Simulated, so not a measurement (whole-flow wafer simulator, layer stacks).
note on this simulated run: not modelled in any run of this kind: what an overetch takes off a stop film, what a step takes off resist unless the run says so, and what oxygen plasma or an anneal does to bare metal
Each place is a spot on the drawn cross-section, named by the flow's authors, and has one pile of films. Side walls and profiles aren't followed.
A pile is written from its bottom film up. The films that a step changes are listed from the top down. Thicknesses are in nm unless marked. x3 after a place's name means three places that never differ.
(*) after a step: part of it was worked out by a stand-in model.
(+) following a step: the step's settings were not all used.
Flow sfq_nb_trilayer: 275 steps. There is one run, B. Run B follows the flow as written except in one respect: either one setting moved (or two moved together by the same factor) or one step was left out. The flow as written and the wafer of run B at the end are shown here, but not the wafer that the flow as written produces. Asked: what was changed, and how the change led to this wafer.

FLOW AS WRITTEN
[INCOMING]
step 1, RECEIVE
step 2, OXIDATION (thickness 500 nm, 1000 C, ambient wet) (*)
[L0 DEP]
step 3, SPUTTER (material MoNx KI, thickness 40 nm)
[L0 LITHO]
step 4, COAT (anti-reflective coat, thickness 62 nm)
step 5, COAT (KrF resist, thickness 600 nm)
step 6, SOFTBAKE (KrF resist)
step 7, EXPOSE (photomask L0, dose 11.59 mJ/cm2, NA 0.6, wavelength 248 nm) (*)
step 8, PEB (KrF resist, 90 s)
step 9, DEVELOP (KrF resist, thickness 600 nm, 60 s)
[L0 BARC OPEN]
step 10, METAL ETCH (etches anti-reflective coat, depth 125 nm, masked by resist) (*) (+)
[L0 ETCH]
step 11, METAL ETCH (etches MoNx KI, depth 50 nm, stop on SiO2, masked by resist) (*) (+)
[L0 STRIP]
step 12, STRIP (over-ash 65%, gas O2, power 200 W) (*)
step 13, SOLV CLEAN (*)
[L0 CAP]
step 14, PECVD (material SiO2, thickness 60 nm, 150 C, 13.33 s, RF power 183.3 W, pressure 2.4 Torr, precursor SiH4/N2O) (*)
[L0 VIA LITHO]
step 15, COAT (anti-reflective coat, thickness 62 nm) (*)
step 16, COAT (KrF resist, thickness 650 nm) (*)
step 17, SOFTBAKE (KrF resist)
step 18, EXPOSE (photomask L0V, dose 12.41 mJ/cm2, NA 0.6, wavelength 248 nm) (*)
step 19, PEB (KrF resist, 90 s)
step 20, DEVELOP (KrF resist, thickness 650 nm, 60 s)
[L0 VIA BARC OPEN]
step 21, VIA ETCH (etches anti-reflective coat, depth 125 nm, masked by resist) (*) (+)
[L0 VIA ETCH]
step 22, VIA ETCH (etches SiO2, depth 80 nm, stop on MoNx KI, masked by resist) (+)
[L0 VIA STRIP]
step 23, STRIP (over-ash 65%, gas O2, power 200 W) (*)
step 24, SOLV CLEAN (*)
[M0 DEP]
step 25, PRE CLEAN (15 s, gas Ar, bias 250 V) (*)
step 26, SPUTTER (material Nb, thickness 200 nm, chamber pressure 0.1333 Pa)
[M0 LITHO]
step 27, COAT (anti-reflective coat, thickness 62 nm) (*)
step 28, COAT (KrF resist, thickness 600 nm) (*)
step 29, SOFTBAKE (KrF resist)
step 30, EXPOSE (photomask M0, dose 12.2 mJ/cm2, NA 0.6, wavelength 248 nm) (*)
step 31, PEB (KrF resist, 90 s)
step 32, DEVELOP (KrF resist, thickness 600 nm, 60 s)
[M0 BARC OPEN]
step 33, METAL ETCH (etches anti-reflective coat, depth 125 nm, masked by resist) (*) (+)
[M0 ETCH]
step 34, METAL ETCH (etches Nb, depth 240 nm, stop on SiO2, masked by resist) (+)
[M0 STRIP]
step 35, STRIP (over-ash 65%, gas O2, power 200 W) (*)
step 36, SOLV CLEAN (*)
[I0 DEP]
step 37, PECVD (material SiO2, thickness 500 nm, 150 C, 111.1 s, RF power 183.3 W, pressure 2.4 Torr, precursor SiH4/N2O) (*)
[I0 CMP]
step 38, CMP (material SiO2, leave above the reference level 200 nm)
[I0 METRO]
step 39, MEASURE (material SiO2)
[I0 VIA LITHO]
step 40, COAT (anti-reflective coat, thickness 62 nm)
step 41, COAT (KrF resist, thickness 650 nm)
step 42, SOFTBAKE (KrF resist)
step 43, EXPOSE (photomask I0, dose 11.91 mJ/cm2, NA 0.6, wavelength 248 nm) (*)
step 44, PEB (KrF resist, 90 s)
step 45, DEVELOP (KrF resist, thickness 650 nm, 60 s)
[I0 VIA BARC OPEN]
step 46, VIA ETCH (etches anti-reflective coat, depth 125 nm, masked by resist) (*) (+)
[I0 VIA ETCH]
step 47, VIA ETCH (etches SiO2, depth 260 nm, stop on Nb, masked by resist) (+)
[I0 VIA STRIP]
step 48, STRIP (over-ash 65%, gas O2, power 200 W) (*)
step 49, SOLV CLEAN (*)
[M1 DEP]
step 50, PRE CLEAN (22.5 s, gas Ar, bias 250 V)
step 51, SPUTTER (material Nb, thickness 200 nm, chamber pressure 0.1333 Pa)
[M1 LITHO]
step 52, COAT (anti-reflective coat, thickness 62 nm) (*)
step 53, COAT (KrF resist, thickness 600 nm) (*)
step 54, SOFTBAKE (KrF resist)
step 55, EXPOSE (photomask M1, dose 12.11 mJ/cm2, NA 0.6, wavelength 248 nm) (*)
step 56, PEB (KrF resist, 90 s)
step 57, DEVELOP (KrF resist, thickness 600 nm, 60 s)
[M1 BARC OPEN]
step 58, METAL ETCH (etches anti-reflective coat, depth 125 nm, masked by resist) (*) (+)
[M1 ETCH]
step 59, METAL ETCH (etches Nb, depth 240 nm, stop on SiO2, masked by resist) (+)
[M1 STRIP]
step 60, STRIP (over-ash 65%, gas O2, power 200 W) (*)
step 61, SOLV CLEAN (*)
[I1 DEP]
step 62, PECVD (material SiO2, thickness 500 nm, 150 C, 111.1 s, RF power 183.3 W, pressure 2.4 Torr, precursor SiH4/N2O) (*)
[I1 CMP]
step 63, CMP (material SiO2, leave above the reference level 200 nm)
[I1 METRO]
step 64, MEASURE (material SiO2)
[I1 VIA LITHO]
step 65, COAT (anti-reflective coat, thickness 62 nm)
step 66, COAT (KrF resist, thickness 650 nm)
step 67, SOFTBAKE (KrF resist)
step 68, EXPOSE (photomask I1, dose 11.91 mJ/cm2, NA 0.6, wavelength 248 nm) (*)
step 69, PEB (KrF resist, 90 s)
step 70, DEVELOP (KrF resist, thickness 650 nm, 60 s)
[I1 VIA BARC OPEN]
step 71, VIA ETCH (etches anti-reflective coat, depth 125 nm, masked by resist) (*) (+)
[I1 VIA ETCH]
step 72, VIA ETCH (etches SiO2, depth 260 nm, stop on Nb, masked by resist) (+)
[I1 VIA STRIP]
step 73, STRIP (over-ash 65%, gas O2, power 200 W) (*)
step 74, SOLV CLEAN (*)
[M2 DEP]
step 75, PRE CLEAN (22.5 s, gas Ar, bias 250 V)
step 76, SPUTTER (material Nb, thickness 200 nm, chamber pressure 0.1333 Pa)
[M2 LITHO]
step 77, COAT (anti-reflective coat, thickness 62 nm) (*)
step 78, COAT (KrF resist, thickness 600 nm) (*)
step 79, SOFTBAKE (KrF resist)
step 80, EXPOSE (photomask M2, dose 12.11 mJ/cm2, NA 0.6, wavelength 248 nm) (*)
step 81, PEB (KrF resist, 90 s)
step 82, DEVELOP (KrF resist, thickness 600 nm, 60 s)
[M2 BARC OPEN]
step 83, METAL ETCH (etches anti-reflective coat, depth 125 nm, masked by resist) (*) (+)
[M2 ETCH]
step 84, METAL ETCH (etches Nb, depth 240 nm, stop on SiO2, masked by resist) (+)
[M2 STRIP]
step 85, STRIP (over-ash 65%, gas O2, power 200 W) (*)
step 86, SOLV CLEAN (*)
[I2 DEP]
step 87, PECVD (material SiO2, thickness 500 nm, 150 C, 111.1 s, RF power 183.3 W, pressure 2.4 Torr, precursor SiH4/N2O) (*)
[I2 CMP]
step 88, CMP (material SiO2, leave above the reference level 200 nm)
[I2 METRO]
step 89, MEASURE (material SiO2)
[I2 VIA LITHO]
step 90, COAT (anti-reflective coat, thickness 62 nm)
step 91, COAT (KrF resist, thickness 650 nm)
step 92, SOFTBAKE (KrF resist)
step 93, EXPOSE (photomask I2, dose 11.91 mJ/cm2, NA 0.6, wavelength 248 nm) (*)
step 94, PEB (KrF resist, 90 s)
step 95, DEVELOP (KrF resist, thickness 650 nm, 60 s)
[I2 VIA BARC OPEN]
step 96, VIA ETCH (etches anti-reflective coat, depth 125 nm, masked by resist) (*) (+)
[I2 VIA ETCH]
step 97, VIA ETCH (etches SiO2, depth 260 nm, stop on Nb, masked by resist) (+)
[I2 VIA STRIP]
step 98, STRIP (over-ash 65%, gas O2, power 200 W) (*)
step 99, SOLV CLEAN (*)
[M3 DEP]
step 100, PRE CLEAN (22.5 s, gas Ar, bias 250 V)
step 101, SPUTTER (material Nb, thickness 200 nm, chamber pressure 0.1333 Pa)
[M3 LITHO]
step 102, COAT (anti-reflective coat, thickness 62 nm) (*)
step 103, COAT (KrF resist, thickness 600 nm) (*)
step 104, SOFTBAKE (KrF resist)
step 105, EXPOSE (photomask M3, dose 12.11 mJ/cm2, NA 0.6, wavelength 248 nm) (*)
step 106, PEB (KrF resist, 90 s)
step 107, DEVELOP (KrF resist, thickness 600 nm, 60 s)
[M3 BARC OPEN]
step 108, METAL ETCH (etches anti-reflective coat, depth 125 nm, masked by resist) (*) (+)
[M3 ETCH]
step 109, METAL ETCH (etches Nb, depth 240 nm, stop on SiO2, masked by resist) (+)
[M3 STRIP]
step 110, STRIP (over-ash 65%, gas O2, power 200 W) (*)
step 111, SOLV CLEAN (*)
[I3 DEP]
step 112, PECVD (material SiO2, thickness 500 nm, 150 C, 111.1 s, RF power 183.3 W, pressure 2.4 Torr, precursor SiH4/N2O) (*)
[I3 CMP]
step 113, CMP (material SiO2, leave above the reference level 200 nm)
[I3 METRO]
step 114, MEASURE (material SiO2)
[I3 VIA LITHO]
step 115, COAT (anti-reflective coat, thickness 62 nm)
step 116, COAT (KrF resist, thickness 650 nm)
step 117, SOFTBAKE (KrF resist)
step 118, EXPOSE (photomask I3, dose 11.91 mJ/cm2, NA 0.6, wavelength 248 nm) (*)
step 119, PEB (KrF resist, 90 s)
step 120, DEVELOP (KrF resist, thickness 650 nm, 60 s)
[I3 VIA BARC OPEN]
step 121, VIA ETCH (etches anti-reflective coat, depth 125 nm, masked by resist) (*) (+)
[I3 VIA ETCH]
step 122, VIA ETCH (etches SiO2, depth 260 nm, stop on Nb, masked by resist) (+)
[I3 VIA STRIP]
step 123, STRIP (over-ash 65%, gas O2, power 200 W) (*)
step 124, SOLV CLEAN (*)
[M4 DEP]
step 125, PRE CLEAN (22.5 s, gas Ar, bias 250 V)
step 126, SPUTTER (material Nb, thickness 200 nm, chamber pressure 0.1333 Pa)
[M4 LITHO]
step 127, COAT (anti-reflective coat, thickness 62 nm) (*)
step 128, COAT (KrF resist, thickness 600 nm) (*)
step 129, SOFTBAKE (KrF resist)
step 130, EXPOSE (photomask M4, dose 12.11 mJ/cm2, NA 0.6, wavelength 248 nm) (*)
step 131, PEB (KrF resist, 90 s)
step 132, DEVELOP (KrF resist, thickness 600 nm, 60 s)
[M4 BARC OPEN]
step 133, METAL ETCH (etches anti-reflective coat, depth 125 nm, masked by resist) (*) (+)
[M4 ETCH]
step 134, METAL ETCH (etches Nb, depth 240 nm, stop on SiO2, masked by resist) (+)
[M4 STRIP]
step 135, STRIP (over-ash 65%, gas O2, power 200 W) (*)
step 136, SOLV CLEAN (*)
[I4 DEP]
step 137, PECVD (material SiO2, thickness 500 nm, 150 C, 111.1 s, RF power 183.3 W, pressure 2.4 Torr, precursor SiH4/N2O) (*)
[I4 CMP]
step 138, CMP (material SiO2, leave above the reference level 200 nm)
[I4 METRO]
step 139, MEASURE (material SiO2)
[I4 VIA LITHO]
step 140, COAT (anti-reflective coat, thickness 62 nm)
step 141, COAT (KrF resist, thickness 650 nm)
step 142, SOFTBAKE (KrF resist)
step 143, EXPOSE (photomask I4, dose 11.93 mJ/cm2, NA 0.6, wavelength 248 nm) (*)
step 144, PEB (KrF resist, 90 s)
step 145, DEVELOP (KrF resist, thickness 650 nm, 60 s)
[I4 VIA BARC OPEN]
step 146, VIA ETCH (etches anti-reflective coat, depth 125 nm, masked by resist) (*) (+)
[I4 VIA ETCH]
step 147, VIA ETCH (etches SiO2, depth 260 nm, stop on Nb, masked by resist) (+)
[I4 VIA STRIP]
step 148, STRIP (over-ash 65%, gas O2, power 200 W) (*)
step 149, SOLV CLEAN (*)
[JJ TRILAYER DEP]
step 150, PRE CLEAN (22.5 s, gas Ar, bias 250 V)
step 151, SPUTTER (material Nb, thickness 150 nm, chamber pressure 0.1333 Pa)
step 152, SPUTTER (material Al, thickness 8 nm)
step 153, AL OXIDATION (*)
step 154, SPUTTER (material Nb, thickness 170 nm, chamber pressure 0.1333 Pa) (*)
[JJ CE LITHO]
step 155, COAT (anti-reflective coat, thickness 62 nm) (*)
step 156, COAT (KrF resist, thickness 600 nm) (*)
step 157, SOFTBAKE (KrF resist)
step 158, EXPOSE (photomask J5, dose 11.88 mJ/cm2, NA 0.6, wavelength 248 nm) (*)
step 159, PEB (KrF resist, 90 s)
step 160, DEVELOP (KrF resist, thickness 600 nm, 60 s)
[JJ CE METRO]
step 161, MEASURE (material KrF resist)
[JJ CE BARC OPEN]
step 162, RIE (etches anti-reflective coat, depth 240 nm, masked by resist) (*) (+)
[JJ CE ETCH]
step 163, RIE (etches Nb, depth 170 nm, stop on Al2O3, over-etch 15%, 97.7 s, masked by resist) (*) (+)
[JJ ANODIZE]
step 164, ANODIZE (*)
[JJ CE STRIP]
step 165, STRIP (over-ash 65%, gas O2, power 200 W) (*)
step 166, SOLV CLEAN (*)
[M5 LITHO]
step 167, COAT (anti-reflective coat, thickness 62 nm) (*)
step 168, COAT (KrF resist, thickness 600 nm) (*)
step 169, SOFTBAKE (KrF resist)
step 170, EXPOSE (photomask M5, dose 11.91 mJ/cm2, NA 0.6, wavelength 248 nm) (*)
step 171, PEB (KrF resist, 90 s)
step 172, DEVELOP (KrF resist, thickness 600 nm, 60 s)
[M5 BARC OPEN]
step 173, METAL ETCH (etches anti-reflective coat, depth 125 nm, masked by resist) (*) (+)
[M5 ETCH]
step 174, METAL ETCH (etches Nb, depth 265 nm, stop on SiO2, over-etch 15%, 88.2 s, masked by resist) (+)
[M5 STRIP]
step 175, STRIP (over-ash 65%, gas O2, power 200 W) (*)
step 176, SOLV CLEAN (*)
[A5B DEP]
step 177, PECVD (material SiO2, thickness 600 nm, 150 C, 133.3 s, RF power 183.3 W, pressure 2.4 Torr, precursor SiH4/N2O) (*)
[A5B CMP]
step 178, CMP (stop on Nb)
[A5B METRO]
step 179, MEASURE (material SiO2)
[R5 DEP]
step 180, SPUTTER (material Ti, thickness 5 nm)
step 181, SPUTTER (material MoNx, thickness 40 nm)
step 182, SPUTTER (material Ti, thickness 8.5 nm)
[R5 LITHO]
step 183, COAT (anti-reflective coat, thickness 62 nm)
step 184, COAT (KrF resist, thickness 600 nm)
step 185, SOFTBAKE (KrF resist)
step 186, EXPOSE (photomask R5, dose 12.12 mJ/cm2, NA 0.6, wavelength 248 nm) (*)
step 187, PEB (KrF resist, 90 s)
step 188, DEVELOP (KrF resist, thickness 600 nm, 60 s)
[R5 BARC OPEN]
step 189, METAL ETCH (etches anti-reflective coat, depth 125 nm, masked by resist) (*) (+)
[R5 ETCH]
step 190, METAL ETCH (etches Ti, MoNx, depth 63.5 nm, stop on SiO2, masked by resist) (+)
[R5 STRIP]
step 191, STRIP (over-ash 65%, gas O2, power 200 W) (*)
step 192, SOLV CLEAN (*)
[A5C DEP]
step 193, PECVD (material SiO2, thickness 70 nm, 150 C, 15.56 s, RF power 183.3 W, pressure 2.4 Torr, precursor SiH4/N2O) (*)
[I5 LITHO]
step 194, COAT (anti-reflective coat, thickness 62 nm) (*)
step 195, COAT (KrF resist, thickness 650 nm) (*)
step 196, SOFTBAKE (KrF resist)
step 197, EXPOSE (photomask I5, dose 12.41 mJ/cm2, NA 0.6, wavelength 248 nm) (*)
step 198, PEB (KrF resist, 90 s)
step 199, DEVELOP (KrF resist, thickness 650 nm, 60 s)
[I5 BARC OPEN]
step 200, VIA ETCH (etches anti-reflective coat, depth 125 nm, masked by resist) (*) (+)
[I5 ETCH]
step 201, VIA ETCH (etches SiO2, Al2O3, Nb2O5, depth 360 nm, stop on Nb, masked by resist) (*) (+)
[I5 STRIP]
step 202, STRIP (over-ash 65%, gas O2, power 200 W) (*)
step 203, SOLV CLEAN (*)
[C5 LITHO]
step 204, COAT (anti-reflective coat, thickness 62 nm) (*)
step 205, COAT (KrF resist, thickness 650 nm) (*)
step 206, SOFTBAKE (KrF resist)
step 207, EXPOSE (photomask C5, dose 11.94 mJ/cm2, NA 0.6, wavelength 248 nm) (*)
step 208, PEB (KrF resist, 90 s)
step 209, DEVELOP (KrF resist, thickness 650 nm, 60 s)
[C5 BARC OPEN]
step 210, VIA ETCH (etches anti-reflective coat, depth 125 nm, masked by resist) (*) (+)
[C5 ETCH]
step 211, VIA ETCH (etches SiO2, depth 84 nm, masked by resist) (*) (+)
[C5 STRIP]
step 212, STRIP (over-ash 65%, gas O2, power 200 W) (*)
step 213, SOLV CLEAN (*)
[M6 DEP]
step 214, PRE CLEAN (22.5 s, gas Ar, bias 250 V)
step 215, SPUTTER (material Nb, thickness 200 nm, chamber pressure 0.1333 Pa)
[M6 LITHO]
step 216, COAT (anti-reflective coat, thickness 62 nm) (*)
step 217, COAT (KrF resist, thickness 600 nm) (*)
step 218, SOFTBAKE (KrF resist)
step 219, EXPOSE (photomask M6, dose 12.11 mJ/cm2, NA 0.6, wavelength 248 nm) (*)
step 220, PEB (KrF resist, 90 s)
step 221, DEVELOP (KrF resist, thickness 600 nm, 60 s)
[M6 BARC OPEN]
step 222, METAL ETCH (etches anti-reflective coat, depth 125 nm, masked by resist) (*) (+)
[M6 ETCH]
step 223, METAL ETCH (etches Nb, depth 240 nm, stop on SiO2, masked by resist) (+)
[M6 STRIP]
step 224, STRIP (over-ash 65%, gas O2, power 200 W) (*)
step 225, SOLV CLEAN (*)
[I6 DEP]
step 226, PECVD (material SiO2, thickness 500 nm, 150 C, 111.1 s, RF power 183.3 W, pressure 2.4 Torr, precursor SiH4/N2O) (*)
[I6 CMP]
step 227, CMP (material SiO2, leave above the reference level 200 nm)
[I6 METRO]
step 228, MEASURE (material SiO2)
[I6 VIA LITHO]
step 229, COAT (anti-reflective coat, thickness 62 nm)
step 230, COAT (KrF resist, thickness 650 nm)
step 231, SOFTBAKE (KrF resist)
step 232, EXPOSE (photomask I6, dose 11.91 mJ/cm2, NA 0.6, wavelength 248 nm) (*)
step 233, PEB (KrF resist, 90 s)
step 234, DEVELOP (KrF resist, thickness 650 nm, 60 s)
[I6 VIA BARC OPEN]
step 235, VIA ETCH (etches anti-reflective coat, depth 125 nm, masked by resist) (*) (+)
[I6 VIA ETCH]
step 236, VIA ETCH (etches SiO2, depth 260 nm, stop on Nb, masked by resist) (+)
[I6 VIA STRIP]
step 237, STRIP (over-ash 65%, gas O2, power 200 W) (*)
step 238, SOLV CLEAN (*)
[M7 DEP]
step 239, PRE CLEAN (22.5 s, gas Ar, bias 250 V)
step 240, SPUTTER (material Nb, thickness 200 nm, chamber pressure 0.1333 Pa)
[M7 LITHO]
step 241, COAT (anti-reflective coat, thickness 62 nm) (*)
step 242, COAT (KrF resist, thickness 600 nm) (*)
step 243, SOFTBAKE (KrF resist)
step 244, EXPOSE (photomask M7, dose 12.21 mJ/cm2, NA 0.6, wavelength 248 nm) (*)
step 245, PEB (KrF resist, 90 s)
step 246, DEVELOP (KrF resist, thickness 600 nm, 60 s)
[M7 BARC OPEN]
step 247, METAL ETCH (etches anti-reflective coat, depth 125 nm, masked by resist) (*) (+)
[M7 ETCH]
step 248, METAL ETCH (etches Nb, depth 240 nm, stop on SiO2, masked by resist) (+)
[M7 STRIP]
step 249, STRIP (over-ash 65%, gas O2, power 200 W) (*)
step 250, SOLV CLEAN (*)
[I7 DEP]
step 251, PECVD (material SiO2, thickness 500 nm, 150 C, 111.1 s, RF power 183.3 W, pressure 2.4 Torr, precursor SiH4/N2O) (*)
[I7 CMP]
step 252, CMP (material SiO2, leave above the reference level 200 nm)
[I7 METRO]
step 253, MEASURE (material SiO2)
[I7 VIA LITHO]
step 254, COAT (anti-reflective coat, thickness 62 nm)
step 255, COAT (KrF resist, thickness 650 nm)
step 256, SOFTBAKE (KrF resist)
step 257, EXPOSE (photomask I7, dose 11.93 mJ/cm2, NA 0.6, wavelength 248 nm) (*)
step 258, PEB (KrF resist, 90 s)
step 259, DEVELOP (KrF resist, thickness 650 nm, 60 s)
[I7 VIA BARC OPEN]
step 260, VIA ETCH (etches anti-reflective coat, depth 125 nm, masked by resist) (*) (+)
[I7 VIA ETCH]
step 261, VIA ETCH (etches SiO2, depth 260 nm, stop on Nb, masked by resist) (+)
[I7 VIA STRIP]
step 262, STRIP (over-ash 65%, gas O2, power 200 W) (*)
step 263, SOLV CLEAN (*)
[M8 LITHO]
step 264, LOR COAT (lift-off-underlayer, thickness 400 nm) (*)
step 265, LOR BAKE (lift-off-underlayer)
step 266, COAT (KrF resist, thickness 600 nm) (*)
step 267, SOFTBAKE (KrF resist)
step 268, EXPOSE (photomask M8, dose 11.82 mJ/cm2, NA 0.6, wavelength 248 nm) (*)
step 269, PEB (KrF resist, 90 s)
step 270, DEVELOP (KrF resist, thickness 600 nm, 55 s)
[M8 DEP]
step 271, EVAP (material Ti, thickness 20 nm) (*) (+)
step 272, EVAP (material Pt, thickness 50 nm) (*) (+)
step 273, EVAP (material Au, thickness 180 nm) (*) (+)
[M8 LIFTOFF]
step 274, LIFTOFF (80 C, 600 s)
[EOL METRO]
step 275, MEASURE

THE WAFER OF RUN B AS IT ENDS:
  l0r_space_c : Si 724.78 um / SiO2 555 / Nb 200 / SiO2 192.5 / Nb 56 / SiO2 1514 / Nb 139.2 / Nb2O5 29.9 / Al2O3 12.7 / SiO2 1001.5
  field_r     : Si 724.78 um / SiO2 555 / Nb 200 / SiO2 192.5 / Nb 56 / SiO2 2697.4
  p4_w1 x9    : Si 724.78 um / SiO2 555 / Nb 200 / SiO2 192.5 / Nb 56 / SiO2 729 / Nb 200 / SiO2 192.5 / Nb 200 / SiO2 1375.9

Cause: step 59, METAL ETCH: depth 144 nm was run, though the flow has depth 240 nm.

How this came from the change, step by step:
  step 59, METAL ETCH (etches Nb, depth 240 nm, stop on SiO2, masked by resist) (+)
      field_l, be, be_sur and 79 more: -144 Nb (in the flow as written it would be: -200 Nb (all of it))
      v_sur, via_wl, via_w and 21 more: -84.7 KrF resist (in the flow as written it would be: -141.2 KrF resist)
  step 60, STRIP (over-ash 65%, gas O2, power 200 W) (*)
      wl_j_sl, wl_jj, wl_j_sr and 13 more: -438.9 KrF resist (all of it), -62 anti-reflective coat (all of it) (in the flow as written it would be: -382.4 KrF resist (all of it), -62 anti-reflective coat (all of it))
      v_sur: -422.3 KrF resist (all of it), -61.1 anti-reflective coat (all of it) (in the flow as written it would be: -365.9 KrF resist (all of it), -61.1 anti-reflective coat (all of it))
      (also at 7 further places)
  step 62, PECVD (material SiO2, thickness 500 nm, 150 C, 111.1 s, RF power 183.3 W, pressure 2.4 Torr, precursor SiH4/N2O) (*)
      field_l, be, be_sur and 72 more: +500 SiO2 (new film) (in the flow as written it would be: +500 SiO2)
      lsp_m, ln_m6, lsp_r, l0_sur, l0v: +500 SiO2 (new film) (in the flow as written it would be: +494.9 SiO2)
      (also at 2 further places)
  step 63, CMP (material SiO2, leave above the reference level 200 nm)
      field_l, be, be_sur and 72 more: -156 SiO2 (in the flow as written it would be: -100 SiO2)
      lsp_m, ln_m6, lsp_r, l0_sur, l0v: -156 SiO2 (in the flow as written it would be: -94.9 SiO2)
If metal films that touch count as one body, l0r_space_c has 3 bodies (between them, from the top down: SiO2 1514; SiO2 192.5); the flow as written gives 2 bodies (between them, from the top down: SiO2 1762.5).
If metal films that touch count as one body, field_r has 2 bodies (between them, from the top down: SiO2 192.5); the flow as written gives 1 body.
If metal films that touch count as one body, p4_w1 x9 has 4 bodies (between them, from the top down: SiO2 192.5; SiO2 729; SiO2 192.5); the flow as written gives 3 bodies (between them, from the top down: SiO2 192.5; SiO2 977.5).
